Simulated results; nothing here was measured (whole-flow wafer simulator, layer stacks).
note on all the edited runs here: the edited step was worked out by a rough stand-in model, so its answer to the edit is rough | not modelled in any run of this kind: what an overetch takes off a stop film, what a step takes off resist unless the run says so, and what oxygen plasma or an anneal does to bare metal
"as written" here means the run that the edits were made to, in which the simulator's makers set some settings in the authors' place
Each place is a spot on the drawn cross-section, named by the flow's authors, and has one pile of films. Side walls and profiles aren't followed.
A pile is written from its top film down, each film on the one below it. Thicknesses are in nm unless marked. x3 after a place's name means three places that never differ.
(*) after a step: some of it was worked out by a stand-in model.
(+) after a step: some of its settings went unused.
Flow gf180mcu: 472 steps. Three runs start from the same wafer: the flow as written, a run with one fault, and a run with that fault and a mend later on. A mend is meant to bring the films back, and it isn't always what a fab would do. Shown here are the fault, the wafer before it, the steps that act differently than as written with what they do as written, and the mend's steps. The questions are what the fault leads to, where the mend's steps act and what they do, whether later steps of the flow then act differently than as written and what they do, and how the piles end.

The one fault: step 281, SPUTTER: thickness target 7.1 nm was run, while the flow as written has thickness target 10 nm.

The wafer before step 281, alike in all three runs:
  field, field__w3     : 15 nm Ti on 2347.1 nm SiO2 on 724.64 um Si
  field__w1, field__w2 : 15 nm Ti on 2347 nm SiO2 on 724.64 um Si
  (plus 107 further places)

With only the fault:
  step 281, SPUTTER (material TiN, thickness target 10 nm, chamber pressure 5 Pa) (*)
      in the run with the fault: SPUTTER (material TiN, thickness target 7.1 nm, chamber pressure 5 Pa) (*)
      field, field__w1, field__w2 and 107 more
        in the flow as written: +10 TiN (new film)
        in the run with the fault: +7.1 TiN (new film)
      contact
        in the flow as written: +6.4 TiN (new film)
        in the run with the fault: +4.55 TiN (new film)
  Later steps of the flow acting differently than as written (1 other step is not shown; it differs only slightly, by no more than 2% or 0.5 nm, whichever is larger):
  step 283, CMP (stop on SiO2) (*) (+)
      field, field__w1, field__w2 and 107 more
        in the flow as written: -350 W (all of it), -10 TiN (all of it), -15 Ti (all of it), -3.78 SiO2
        in the run with the fault: -350 W (all of it), -7.1 TiN (all of it), -15 Ti (all of it), -3.75 SiO2
  The piles end different from the flow's at contact by more than 2% or 0.5 nm, whichever is larger.
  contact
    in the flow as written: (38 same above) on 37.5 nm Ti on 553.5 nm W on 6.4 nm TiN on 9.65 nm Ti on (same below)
    in the run with the fault: (38 same above) on 37.5 nm Ti on 555.4 nm W on 4.55 nm TiN on 9.65 nm Ti on (same below)

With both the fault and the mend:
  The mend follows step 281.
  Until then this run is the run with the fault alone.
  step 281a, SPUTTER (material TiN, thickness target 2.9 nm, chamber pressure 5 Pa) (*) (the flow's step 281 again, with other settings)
      field, field__w1, field__w2 and 107 more
        +2.9 TiN
      contact
        +1.85 TiN
  Later steps of the flow that are run all act as written at every place that is followed.
  The piles end the same as the flow's at every place that both follow.
